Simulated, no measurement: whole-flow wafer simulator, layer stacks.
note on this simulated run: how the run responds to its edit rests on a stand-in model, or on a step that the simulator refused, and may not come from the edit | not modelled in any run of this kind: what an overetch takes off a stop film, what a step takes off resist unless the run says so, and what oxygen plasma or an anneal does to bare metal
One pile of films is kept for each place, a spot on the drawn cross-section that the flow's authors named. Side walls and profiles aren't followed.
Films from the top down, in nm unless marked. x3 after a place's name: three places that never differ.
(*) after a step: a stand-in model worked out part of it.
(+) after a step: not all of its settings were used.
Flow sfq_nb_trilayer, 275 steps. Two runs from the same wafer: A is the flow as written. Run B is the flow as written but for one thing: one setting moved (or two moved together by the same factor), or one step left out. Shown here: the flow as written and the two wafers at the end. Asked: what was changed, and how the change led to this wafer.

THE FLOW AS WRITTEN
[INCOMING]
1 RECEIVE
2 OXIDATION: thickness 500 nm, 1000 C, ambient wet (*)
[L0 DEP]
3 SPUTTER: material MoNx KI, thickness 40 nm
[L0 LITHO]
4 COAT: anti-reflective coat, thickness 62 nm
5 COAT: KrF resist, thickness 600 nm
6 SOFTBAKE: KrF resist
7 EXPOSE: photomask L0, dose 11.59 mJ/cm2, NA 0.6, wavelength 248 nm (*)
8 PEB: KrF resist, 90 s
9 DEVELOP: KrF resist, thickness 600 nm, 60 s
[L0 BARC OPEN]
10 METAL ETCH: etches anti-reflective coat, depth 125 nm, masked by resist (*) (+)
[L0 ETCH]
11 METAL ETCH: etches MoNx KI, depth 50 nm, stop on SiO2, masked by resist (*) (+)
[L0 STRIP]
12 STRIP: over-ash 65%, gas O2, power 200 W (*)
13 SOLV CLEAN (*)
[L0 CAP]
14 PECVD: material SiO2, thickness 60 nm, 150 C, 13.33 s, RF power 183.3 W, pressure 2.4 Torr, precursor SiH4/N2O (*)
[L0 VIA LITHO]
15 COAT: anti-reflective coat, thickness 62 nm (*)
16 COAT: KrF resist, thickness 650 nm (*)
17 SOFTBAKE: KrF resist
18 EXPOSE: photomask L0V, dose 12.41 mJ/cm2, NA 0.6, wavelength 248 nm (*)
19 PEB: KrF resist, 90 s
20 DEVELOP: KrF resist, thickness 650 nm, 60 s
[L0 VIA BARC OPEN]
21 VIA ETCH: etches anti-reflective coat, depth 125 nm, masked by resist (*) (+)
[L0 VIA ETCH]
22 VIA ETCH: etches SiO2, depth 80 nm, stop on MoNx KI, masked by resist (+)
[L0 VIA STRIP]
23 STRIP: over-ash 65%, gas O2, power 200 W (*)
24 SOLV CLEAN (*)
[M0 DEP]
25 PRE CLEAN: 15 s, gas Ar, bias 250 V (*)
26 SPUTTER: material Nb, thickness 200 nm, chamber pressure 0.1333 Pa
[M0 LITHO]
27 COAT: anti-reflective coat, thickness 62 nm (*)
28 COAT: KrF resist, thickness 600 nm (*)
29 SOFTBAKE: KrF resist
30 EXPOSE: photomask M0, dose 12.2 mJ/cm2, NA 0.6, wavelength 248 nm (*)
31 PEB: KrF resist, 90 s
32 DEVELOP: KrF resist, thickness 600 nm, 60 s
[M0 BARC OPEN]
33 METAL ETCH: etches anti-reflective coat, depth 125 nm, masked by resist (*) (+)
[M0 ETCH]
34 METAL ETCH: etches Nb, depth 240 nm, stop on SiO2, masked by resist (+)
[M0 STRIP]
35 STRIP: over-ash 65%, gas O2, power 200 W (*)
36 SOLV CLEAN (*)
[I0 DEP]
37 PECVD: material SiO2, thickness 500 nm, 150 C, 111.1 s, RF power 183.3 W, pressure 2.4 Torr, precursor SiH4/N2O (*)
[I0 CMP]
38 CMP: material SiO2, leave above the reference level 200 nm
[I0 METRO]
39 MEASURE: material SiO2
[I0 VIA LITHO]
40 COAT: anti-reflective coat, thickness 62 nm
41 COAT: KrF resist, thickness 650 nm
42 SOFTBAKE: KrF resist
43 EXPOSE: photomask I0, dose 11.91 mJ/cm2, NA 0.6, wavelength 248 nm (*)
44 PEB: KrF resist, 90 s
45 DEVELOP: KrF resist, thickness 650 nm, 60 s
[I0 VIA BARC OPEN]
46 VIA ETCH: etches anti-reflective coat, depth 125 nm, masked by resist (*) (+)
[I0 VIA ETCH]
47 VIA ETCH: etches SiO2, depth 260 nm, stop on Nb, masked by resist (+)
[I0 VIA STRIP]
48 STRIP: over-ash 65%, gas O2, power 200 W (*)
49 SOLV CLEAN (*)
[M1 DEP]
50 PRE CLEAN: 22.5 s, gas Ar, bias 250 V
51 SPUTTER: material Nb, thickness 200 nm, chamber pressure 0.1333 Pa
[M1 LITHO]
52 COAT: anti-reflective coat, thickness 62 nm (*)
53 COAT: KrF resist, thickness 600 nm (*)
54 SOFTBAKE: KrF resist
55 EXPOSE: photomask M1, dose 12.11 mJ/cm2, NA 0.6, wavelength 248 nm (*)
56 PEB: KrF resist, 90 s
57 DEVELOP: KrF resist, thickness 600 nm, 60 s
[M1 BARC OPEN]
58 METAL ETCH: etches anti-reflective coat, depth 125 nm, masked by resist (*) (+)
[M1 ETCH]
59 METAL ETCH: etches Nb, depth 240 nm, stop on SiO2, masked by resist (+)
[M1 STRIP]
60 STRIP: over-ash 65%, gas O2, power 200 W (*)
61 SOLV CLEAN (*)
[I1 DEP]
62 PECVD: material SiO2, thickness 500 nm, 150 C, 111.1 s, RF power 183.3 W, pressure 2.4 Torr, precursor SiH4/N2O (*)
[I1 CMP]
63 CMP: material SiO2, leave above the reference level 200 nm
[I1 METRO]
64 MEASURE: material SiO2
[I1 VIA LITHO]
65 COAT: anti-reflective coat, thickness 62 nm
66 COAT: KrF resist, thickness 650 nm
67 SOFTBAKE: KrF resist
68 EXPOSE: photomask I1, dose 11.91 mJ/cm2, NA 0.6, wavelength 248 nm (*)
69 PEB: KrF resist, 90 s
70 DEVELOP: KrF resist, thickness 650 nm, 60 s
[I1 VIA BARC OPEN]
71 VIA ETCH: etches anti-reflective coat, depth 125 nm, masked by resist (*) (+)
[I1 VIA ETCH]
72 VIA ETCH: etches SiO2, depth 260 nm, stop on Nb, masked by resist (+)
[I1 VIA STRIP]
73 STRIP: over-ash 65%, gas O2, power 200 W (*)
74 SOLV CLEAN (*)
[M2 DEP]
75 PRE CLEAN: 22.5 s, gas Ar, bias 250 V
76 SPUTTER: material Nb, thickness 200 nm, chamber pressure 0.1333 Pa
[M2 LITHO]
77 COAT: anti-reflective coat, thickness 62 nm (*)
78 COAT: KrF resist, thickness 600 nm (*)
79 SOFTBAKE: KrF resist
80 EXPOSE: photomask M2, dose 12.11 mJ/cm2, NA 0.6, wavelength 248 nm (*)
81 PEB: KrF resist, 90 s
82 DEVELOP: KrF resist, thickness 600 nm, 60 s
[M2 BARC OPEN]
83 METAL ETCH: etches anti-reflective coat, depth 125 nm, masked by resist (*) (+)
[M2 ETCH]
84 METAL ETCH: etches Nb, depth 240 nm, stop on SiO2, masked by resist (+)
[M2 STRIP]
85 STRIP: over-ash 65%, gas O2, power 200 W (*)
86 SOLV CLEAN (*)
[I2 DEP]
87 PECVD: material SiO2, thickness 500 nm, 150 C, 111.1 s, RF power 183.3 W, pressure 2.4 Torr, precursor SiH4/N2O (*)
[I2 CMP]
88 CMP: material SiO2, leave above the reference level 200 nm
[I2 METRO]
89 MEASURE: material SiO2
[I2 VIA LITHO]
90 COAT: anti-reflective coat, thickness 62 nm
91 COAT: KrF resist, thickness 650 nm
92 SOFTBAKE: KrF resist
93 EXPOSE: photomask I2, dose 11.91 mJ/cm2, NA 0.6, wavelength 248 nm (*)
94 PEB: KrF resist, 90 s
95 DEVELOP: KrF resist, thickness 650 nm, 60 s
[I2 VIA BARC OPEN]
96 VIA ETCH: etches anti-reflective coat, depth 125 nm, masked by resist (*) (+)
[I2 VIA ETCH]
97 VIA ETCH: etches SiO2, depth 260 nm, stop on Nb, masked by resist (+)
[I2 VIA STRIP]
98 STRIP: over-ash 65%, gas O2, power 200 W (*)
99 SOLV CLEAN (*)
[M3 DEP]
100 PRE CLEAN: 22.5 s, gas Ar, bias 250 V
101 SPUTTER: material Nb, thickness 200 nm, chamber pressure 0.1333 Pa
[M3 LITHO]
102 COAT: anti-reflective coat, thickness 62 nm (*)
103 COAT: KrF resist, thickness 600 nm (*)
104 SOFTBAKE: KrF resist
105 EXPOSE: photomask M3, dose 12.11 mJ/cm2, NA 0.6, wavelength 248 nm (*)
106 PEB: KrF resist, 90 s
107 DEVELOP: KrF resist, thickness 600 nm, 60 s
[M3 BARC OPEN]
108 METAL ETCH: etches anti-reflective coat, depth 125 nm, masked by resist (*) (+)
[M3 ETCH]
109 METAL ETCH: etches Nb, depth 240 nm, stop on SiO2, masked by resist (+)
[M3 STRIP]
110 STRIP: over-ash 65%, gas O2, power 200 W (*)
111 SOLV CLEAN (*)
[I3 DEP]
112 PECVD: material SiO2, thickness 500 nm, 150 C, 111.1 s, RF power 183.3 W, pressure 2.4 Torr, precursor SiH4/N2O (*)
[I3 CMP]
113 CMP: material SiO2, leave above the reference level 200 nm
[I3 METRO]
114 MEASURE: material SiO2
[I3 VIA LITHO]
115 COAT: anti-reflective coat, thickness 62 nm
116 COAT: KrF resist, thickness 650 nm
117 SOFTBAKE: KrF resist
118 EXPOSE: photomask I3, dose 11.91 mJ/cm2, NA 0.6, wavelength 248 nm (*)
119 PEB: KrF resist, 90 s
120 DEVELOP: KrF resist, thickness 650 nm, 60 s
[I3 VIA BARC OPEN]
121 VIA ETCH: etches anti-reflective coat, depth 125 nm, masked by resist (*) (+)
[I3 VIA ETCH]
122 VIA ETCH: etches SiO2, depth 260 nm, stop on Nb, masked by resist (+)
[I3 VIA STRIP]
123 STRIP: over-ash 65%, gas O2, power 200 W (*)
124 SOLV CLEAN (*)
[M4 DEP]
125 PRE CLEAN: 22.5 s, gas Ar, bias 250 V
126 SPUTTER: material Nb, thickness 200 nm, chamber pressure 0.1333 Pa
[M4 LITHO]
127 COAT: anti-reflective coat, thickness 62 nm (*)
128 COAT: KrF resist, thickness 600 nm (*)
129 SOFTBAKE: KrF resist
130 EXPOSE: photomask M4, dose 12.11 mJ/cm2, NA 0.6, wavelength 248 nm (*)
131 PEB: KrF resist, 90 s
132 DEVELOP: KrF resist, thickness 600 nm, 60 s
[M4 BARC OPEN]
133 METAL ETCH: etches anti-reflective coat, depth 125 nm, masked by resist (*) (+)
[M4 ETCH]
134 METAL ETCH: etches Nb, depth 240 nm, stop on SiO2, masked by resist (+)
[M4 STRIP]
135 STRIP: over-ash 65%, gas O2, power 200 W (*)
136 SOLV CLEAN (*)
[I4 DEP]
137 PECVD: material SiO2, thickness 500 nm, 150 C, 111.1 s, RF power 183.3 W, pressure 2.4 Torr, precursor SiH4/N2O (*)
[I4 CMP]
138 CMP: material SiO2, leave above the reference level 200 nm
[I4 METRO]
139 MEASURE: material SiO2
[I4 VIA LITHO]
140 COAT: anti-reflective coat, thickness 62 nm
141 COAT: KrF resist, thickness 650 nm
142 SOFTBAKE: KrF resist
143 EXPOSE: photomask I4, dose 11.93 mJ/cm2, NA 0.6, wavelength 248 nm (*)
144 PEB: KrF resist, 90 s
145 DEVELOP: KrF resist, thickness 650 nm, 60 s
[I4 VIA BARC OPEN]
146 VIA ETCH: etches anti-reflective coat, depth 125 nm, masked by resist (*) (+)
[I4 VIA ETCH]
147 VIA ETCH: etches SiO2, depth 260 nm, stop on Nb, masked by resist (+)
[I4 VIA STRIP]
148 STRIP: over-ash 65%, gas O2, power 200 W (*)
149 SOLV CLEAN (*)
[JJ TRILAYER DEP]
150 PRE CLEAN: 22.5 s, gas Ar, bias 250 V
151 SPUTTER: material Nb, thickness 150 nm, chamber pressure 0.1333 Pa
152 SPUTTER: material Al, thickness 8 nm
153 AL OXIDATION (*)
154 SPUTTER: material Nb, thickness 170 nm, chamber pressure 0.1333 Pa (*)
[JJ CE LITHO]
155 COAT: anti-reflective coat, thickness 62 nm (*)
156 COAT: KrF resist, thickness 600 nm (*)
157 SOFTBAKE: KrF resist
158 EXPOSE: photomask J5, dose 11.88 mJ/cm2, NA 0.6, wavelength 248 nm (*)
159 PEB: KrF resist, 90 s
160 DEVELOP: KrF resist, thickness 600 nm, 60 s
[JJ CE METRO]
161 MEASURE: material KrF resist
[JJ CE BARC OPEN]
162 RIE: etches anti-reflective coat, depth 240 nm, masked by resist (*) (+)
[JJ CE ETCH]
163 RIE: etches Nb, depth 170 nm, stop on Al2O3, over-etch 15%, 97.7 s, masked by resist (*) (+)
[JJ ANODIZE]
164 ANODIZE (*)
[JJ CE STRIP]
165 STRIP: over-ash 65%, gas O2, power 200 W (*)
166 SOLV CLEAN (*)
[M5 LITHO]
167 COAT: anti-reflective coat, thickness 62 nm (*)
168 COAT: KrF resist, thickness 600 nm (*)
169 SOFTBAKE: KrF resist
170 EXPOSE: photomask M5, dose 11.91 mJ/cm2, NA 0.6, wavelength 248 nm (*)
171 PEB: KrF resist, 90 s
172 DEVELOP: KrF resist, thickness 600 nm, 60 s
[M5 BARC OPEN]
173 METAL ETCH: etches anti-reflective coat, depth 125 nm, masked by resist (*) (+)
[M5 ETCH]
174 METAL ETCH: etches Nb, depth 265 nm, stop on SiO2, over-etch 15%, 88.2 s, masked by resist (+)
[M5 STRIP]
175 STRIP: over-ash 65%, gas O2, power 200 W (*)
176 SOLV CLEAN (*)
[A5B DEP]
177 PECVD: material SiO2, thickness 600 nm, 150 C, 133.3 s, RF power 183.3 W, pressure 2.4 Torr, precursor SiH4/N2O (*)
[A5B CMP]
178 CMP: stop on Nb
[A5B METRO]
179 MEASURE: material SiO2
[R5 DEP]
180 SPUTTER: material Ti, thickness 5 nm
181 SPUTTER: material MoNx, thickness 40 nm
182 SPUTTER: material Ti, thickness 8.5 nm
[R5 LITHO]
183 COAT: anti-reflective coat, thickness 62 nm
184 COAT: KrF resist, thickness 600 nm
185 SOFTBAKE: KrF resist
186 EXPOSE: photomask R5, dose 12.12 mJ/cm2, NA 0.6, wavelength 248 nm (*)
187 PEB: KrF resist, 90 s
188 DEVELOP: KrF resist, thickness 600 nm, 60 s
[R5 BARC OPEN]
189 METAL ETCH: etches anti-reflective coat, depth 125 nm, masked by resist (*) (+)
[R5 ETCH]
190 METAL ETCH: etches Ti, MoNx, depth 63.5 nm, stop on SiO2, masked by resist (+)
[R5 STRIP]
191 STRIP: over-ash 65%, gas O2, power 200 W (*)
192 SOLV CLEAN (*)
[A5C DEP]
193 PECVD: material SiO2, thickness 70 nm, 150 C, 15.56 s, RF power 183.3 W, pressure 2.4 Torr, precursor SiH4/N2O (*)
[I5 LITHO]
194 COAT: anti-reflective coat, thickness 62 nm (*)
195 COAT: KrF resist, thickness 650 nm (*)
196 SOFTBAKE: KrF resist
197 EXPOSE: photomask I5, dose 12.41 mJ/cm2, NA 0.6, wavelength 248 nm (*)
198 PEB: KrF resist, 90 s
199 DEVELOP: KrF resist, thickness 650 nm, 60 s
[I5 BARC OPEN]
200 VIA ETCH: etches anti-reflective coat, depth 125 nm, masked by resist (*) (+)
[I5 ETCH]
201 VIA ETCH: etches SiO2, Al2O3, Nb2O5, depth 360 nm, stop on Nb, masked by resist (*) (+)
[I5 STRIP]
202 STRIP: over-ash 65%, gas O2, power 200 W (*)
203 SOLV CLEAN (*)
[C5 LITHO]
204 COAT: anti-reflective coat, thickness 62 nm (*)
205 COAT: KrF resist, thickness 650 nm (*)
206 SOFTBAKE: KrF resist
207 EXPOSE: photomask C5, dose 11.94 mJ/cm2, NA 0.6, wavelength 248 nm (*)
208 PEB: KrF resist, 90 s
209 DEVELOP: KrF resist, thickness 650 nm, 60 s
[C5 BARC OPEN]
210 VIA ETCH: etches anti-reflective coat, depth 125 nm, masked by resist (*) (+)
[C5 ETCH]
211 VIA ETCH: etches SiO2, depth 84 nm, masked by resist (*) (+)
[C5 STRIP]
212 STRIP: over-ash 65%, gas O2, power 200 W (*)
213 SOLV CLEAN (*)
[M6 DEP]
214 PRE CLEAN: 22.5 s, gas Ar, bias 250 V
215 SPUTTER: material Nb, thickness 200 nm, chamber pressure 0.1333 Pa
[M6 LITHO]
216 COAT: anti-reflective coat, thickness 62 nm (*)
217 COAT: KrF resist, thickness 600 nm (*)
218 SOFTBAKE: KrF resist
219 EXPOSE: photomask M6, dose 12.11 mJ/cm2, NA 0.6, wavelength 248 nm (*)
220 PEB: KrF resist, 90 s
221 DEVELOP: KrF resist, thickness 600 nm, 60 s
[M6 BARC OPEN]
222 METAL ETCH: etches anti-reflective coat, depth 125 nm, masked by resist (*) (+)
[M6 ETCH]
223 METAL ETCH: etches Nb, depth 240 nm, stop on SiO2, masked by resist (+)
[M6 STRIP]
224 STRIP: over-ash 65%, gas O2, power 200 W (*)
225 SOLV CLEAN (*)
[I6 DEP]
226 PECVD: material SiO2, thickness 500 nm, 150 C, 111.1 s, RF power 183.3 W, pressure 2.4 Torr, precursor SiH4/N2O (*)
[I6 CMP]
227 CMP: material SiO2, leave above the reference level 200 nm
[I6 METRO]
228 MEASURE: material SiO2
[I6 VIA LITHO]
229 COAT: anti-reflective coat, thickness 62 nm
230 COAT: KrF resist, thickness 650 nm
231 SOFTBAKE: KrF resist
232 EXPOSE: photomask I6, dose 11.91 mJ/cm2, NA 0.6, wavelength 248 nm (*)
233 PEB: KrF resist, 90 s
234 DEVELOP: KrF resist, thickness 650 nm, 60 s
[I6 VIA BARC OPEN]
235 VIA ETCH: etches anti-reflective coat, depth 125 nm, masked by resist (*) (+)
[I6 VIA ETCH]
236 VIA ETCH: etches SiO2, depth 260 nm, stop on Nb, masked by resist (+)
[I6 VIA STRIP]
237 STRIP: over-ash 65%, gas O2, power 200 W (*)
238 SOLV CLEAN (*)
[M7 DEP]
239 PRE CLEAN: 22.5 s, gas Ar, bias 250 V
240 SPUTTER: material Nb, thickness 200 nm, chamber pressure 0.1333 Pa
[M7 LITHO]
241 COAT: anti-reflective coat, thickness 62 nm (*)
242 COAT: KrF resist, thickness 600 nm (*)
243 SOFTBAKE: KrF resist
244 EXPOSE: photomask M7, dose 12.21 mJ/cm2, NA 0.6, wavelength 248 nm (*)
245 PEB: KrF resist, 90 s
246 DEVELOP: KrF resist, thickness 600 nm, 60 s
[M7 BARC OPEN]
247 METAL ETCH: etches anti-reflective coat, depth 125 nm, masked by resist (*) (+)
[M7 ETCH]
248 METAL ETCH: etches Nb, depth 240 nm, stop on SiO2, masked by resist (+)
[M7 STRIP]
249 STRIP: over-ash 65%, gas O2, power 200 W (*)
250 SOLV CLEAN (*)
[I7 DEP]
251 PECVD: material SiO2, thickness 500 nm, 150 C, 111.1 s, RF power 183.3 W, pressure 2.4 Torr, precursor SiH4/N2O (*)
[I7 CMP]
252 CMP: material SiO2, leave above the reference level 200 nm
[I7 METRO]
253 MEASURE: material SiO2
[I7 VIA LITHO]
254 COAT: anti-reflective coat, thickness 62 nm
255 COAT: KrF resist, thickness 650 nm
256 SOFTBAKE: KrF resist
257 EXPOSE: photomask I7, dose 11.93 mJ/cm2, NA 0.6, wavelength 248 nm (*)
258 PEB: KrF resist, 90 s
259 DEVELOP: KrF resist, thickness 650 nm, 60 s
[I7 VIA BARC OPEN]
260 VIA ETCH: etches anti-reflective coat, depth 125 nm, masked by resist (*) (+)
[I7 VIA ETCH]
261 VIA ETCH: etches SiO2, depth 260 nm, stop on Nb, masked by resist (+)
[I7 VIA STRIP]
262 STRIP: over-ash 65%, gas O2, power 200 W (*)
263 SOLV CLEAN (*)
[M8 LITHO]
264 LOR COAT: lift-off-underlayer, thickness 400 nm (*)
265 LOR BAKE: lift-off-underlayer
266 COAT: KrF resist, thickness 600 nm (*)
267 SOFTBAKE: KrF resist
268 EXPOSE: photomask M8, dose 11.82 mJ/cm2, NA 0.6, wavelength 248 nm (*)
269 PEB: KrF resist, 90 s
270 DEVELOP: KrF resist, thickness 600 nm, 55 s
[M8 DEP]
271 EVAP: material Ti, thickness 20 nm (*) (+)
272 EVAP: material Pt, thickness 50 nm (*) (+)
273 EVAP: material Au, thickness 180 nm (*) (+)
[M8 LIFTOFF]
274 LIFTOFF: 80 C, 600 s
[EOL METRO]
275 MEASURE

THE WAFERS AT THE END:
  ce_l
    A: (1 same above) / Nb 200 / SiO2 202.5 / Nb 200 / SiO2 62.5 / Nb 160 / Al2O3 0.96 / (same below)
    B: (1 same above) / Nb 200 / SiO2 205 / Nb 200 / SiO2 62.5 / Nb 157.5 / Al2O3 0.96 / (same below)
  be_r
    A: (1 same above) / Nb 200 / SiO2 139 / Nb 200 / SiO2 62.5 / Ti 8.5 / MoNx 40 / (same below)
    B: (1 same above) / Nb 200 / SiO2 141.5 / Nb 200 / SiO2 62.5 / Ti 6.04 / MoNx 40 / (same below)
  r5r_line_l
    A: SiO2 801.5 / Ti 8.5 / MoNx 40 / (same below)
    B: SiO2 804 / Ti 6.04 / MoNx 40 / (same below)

The cause: step 182, SPUTTER: thickness 6.04 nm was run, where the flow has thickness 8.5 nm.
It can be read off the wafer: be_r has Ti 6.04, and step 182 as written asks for 8.5 nm.

How the change led to this, step by step:
  182 SPUTTER: material Ti, thickness 8.5 nm
      field_l, v_sur, via_wl and 103 more: A Ti +8.5 (new film) | B Ti +6.04 (new film)
  190 METAL ETCH: etches Ti, MoNx, depth 63.5 nm, stop on SiO2, masked by resist (+)
      field_l, v_sur, via_wl and 92 more: A Ti -8.5 (all of it), MoNx -40 (all of it), Ti -5 (all of it) | B Ti -6.04 (all of it), MoNx -40 (all of it), Ti -5 (all of it)
      ce_l, c5j, ce_r, wl_jj: A Ti -8.5 (all of it), MoNx -40 (all of it), Ti -5 (all of it), Nb -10 | B Ti -6.04 (all of it), MoNx -40 (all of it), Ti -5 (all of it), Nb -12.5
